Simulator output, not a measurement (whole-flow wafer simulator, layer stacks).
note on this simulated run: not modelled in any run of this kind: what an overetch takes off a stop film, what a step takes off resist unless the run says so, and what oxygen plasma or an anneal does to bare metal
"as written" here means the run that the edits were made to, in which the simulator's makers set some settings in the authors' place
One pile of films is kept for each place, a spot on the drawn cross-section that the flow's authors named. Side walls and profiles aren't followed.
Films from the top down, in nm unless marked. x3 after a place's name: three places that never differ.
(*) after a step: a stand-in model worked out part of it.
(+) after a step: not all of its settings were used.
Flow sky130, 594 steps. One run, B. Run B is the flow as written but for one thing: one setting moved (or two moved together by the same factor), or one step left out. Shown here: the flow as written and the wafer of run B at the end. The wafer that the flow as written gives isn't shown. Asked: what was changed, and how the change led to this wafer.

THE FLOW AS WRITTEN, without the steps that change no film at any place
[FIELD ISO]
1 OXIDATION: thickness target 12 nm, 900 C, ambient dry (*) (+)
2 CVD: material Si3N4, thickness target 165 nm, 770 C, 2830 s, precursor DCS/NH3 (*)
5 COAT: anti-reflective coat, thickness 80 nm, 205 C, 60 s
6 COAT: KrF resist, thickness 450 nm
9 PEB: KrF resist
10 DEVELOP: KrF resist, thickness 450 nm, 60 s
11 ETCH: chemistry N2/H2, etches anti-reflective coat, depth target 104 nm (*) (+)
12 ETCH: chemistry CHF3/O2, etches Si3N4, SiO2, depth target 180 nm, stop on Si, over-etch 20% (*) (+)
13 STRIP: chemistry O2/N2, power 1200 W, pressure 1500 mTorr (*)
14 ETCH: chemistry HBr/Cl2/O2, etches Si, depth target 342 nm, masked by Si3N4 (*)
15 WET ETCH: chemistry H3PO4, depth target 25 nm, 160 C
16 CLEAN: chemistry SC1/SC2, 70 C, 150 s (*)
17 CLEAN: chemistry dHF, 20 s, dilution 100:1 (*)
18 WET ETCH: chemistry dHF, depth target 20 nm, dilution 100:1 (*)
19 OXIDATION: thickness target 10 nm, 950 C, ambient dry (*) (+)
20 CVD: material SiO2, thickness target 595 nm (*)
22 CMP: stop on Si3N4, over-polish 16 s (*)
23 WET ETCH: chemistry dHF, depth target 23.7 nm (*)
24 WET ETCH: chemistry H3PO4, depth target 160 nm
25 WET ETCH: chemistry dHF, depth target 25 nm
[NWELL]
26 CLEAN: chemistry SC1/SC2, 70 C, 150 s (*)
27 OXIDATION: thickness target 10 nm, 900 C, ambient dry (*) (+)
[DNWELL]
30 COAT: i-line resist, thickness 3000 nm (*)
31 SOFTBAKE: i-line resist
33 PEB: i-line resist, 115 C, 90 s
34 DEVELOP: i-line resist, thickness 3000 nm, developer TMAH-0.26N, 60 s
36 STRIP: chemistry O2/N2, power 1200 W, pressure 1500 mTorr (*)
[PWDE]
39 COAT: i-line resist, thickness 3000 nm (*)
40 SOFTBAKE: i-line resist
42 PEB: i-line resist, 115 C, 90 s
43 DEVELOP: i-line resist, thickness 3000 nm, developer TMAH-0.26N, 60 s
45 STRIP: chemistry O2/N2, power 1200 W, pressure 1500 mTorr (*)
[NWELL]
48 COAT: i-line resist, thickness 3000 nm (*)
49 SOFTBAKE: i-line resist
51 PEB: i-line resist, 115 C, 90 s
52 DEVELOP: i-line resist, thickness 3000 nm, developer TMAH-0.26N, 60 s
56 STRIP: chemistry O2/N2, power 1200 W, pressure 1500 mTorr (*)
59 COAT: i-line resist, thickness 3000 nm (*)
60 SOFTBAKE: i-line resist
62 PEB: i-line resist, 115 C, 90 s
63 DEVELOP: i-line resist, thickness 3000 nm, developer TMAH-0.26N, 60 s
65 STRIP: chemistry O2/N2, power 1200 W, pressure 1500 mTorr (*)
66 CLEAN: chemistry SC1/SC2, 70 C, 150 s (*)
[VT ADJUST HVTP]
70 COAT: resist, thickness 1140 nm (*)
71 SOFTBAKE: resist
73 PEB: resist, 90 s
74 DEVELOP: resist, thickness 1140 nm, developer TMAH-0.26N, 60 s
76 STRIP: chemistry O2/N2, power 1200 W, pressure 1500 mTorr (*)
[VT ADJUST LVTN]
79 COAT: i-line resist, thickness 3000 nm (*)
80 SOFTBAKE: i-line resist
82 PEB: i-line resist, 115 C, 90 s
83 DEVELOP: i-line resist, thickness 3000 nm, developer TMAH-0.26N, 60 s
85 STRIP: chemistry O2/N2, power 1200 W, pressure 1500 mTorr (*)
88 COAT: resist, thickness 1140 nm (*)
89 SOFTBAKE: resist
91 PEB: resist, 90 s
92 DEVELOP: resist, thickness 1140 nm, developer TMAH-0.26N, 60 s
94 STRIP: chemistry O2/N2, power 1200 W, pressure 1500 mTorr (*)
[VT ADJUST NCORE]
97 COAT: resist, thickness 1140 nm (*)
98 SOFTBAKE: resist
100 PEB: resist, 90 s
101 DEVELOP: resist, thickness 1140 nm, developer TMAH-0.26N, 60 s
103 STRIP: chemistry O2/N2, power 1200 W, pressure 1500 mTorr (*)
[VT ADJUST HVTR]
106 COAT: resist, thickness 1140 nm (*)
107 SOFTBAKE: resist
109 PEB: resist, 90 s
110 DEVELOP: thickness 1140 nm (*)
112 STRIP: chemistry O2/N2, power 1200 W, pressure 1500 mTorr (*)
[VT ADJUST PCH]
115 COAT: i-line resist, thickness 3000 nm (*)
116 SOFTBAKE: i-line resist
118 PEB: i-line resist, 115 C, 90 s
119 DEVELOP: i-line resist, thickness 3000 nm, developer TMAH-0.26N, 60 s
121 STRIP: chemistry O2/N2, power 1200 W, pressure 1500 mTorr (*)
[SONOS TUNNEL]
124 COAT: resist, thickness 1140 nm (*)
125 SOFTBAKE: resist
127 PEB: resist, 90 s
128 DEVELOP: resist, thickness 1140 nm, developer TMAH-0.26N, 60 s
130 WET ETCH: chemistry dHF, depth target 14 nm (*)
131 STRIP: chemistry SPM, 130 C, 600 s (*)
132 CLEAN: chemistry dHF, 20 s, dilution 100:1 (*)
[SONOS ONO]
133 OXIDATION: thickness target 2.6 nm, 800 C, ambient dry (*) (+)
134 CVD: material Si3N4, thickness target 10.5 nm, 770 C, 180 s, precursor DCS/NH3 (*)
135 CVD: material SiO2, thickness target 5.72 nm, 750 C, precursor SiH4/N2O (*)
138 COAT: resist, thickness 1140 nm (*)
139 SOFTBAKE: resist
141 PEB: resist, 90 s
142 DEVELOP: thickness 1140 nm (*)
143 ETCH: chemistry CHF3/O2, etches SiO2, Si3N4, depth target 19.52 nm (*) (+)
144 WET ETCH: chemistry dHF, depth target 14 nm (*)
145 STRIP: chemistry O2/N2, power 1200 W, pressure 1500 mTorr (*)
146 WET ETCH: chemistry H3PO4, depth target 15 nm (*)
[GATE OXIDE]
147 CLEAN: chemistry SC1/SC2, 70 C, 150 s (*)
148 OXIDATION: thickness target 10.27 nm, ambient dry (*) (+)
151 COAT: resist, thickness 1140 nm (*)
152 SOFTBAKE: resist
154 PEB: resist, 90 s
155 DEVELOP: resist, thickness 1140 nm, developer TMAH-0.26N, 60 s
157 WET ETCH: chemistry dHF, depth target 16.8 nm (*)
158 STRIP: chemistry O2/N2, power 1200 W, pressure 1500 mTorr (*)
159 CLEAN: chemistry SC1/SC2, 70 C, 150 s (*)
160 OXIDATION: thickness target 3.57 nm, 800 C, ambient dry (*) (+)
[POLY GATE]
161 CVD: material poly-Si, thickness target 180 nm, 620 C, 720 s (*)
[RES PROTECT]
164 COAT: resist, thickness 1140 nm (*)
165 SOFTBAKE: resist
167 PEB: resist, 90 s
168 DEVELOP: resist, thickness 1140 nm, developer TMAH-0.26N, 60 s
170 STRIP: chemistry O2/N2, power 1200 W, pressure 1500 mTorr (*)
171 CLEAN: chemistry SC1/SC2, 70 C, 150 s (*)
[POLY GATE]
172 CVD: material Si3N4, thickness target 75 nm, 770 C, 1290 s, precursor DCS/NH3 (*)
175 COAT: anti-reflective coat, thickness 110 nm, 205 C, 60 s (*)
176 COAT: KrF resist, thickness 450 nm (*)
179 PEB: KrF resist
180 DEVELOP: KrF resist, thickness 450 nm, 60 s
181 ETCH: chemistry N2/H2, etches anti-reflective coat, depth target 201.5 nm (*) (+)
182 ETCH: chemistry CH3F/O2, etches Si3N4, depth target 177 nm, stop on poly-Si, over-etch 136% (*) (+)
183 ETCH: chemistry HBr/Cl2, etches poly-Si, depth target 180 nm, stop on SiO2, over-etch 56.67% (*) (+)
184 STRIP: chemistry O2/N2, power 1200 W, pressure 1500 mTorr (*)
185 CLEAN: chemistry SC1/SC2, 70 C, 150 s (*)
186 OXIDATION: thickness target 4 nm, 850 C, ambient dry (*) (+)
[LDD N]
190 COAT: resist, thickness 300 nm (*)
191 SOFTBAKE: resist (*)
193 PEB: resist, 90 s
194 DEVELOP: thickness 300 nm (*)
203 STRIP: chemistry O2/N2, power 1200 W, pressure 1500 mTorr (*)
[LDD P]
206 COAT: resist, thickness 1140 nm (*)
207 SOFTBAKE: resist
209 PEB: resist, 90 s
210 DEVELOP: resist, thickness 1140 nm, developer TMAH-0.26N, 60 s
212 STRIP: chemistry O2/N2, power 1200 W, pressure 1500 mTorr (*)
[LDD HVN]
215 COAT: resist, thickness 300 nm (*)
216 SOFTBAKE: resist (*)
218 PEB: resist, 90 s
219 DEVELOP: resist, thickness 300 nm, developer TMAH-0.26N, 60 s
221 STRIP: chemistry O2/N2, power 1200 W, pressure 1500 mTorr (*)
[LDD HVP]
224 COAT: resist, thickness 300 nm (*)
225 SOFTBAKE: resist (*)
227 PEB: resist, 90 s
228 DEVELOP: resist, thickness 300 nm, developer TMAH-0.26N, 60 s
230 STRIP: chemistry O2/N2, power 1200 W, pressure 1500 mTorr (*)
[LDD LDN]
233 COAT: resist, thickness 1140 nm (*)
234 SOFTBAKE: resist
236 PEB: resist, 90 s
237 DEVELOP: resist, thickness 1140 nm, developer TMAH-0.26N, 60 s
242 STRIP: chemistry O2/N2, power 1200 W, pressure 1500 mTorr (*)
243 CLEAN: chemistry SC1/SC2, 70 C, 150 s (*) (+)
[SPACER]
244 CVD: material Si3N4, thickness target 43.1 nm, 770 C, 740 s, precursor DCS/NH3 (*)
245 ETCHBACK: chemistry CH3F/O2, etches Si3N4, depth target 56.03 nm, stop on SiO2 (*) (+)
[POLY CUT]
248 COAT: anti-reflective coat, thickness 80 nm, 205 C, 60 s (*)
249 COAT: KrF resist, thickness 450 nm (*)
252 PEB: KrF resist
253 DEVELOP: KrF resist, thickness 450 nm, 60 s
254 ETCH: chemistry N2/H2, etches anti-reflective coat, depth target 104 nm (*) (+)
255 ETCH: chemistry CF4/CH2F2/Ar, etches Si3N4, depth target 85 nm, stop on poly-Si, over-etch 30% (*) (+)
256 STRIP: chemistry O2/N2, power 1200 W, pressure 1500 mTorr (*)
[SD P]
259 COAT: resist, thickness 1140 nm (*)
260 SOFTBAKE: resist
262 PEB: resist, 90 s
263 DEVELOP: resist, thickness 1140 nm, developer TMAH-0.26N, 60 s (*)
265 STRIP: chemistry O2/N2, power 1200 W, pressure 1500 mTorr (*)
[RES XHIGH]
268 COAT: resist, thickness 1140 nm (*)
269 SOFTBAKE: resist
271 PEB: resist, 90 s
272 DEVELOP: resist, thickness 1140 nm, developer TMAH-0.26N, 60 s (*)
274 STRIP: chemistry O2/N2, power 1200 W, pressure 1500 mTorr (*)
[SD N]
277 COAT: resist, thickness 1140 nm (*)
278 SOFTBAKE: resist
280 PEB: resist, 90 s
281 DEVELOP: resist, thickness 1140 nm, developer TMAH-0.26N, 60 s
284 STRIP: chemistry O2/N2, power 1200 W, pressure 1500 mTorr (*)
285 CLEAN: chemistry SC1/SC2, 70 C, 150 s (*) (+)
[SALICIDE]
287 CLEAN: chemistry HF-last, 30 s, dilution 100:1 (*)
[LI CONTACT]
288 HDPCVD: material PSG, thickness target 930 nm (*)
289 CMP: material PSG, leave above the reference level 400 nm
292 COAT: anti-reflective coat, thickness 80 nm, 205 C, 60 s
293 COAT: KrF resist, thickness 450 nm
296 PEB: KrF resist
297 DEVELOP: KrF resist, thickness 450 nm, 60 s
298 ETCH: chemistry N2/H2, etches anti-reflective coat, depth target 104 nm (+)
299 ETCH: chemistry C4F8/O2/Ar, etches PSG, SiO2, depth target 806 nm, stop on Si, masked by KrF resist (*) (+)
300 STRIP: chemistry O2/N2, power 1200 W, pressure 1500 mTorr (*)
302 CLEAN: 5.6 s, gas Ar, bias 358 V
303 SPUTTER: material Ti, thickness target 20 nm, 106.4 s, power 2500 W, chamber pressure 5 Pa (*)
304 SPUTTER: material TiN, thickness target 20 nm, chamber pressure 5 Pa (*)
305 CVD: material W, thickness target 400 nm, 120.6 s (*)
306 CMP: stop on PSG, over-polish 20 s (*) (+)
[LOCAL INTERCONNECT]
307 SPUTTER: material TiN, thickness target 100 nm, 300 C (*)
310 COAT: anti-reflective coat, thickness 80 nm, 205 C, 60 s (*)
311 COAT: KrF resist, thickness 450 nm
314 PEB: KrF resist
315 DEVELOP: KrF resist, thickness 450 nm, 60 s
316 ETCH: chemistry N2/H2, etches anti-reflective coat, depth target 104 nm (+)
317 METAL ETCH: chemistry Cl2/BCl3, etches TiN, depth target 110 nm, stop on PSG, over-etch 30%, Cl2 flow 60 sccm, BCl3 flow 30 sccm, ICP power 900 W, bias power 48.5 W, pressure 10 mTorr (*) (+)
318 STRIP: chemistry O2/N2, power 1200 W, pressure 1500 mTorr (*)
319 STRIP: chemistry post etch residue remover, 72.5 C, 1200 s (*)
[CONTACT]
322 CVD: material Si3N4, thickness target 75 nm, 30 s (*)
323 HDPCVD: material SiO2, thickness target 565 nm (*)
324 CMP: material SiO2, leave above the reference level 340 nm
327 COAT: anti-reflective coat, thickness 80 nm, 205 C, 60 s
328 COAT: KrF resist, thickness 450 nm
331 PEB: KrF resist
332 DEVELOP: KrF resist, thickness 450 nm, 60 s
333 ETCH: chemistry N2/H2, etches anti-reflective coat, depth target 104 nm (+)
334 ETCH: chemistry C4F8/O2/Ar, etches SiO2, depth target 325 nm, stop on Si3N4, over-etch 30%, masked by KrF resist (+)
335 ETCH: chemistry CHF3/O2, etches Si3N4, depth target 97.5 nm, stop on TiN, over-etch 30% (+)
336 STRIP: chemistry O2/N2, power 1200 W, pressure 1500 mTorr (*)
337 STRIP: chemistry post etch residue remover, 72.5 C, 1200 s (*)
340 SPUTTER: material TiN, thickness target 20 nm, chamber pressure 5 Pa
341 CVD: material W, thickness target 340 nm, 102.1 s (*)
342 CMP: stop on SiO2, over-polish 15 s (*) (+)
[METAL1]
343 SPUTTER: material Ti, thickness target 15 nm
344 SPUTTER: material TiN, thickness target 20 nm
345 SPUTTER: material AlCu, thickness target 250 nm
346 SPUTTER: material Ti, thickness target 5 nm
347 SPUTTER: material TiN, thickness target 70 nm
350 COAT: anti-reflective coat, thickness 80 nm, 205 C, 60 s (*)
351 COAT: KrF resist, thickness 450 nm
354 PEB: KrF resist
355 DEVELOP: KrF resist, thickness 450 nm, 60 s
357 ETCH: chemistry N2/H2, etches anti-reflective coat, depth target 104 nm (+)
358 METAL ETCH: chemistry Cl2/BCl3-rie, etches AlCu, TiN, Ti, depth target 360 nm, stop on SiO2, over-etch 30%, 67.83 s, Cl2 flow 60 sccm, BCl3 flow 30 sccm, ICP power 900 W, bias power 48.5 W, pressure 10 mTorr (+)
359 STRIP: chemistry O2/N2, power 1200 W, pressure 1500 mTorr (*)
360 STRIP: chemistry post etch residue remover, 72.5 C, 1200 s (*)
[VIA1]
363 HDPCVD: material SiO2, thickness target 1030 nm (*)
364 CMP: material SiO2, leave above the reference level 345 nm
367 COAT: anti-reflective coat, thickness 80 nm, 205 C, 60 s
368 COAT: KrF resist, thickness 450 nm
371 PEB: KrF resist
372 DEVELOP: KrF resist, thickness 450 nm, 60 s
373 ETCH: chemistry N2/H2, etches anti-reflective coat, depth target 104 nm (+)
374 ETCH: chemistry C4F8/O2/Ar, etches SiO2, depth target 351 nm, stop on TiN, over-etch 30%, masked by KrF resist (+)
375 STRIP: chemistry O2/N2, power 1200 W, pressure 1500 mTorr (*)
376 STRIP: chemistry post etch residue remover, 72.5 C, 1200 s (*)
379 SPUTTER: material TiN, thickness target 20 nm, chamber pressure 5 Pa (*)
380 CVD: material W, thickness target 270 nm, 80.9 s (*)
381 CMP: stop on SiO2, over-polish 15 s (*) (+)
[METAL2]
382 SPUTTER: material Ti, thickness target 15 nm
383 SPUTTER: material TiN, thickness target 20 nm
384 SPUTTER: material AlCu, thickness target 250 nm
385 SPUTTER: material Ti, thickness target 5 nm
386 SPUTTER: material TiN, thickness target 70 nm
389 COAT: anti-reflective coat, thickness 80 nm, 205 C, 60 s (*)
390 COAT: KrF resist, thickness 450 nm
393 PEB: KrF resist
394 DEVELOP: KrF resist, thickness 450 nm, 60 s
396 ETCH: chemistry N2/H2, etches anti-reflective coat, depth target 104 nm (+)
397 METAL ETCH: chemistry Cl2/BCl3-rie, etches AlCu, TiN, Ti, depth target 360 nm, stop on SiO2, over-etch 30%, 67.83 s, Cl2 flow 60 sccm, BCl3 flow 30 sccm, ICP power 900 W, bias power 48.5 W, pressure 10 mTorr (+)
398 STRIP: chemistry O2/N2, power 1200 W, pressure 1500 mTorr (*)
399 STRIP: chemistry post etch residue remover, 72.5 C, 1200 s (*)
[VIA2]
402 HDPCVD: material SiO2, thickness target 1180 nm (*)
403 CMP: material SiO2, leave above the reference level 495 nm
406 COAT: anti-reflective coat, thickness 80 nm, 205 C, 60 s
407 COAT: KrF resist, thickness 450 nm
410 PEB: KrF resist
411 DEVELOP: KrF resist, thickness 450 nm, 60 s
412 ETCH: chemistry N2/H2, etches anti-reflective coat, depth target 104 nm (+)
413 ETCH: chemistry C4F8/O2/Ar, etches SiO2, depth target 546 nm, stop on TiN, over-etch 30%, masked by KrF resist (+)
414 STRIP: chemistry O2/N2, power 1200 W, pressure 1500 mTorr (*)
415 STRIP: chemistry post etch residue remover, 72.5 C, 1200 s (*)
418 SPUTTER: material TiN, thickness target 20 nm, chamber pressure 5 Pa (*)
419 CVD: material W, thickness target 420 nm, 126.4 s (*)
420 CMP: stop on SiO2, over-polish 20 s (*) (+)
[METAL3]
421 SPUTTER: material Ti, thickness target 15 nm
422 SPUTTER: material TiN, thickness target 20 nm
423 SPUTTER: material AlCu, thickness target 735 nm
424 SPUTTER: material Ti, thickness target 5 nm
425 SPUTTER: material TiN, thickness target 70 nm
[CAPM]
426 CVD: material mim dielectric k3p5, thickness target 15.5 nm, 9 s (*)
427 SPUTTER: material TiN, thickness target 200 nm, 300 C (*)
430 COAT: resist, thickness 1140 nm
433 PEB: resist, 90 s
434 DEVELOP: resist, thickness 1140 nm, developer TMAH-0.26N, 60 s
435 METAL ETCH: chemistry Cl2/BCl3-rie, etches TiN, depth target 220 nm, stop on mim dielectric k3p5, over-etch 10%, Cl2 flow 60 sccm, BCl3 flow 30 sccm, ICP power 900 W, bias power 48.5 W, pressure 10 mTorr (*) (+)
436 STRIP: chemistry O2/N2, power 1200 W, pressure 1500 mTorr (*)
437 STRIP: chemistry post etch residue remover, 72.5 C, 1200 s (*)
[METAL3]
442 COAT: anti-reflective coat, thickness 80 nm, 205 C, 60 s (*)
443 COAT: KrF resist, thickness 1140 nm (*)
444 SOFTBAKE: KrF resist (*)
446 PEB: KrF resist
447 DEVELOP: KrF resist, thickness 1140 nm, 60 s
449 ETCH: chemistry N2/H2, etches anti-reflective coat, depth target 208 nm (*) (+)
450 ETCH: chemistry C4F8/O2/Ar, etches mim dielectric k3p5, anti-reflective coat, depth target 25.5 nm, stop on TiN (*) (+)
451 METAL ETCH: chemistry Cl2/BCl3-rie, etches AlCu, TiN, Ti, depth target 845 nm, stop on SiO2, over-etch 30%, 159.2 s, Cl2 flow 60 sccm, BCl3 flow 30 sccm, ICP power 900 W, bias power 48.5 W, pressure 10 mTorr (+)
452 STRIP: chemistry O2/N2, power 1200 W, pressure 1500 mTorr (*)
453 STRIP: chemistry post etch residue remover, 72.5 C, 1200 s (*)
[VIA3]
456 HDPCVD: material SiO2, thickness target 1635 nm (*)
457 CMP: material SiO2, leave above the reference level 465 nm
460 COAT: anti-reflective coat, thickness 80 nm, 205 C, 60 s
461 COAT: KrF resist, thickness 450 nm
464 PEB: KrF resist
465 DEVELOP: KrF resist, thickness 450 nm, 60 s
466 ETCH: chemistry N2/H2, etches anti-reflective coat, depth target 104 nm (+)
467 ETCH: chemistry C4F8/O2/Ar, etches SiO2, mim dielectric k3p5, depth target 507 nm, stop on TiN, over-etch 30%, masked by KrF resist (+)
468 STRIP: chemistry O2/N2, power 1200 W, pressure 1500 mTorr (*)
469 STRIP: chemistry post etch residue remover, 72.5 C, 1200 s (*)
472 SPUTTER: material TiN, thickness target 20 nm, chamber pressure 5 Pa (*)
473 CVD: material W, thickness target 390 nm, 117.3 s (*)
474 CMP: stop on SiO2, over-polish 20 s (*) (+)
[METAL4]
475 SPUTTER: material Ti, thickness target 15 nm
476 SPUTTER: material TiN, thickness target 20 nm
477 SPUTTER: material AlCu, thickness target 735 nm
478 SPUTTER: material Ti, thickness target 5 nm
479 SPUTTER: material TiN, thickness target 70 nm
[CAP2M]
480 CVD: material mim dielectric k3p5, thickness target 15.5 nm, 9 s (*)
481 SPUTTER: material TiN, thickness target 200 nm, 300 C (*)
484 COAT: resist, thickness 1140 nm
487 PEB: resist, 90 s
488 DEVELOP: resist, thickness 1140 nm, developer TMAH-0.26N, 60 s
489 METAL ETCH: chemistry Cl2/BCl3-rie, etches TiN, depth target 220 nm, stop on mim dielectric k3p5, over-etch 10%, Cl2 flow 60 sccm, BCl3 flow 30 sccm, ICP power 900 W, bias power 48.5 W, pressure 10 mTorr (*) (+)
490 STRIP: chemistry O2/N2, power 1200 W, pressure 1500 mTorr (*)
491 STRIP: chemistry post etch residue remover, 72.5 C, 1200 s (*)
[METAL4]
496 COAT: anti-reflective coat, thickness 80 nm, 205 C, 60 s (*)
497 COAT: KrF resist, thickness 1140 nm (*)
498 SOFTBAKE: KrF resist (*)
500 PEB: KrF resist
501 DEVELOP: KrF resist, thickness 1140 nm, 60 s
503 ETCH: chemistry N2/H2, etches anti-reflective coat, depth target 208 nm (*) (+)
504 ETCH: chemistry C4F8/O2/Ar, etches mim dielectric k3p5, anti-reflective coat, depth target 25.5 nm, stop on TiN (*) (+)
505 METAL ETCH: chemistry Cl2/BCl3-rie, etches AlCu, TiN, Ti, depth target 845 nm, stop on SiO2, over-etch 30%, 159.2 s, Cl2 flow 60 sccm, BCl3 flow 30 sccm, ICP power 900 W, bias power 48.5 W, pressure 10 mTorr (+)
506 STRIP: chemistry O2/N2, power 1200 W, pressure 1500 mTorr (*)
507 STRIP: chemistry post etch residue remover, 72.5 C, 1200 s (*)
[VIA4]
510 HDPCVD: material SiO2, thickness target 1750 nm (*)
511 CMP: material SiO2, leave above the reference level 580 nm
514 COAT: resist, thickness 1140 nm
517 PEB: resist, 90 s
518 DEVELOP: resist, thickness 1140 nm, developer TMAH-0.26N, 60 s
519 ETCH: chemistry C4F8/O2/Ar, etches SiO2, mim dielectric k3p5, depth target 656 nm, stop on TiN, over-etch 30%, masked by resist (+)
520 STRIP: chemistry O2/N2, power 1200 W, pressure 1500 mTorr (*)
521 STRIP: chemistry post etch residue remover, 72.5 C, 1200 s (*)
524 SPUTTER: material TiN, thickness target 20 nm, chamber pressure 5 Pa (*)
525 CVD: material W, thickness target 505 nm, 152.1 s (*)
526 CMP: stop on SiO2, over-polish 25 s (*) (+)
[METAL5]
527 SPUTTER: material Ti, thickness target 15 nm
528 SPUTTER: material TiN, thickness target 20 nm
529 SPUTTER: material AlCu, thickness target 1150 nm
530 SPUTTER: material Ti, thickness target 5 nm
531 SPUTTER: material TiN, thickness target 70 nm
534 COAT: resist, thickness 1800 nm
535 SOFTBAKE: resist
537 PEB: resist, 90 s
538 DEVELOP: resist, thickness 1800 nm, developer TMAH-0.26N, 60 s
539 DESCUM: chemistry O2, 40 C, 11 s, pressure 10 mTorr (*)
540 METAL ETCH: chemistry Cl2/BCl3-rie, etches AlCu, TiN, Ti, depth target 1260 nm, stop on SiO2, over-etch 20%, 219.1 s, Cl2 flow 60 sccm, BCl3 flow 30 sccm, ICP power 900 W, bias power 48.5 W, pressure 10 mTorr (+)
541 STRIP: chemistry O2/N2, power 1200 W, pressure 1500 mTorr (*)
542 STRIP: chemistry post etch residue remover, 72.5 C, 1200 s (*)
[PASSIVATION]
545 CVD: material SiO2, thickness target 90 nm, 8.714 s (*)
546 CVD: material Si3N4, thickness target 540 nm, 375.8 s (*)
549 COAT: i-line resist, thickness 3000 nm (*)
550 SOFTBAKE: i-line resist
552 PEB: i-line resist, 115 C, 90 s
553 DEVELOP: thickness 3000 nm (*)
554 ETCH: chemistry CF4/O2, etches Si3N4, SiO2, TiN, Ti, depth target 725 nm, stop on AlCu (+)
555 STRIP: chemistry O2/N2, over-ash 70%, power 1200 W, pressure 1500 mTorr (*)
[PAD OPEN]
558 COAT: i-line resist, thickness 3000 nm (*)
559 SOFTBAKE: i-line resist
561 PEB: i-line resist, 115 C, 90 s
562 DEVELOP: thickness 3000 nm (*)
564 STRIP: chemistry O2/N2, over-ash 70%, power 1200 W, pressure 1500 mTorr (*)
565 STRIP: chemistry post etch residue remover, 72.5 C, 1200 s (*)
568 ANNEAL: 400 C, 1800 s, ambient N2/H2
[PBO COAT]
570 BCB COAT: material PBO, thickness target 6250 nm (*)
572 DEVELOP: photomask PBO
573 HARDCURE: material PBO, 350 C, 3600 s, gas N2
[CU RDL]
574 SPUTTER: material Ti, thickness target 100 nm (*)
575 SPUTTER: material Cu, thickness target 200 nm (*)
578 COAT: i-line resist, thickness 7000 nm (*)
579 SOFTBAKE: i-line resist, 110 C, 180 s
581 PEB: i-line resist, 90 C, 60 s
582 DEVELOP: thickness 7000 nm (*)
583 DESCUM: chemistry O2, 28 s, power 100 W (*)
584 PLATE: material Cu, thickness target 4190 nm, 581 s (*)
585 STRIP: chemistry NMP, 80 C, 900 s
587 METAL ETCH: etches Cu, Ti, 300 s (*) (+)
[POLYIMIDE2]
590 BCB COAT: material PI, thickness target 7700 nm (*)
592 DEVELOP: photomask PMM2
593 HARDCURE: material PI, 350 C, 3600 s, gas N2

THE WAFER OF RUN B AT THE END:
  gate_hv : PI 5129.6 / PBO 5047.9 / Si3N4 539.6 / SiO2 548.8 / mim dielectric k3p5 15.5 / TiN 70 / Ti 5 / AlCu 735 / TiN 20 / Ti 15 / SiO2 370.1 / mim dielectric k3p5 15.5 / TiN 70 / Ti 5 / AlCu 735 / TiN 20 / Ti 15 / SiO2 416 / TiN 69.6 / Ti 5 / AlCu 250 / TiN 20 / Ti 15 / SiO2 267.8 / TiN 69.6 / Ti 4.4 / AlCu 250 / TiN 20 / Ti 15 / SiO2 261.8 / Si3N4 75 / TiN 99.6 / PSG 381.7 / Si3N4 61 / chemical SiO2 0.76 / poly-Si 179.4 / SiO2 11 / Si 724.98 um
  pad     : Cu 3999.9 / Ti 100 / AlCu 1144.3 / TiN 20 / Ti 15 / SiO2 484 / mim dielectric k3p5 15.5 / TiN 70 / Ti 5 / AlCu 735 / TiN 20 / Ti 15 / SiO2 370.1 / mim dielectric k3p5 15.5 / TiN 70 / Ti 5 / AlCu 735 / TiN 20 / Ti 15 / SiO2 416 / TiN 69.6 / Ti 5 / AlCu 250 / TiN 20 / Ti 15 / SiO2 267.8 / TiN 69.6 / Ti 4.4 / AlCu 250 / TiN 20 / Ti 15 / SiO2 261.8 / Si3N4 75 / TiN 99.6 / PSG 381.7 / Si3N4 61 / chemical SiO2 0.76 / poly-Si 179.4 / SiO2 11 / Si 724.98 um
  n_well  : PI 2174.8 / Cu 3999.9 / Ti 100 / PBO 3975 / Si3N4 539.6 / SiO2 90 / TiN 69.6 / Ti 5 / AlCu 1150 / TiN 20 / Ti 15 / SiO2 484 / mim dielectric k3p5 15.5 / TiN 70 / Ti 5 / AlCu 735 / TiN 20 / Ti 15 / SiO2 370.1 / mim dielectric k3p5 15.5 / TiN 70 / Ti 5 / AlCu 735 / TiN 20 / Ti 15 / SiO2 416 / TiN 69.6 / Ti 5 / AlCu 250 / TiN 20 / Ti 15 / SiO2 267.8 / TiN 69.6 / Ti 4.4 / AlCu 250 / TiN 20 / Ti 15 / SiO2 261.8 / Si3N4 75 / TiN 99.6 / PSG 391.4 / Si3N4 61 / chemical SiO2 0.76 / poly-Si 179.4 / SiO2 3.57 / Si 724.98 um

The cause: step 346, SPUTTER: thickness target 4.4 nm was run, where the flow has thickness target 5 nm.
It can be read off the wafer: gate_hv has Ti 4.4, and step 346 as written asks for 5 nm.

How the change led to this, step by step:
  346 SPUTTER: material Ti, thickness target 5 nm
      field, active, n_well and 188 more: Ti +4.4 (new film) (as written it would be: Ti +5 (new film))
  358 METAL ETCH: chemistry Cl2/BCl3-rie, etches AlCu, TiN, Ti, depth target 360 nm, stop on SiO2, over-etch 30%, 67.83 s, Cl2 flow 60 sccm, BCl3 flow 30 sccm, ICP power 900 W, bias power 48.5 W, pressure 10 mTorr (+)
      field, active, gate and 81 more: TiN -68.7 (all of it), Ti -4.4 (all of it), AlCu -250 (all of it), TiN -20 (all of it), Ti -15 (all of it), SiO2 -11 (as written it would be: TiN -68.7 (all of it), Ti -5 (all of it), AlCu -250 (all of it), TiN -20 (all of it), Ti -15 (all of it), SiO2 -10.9)
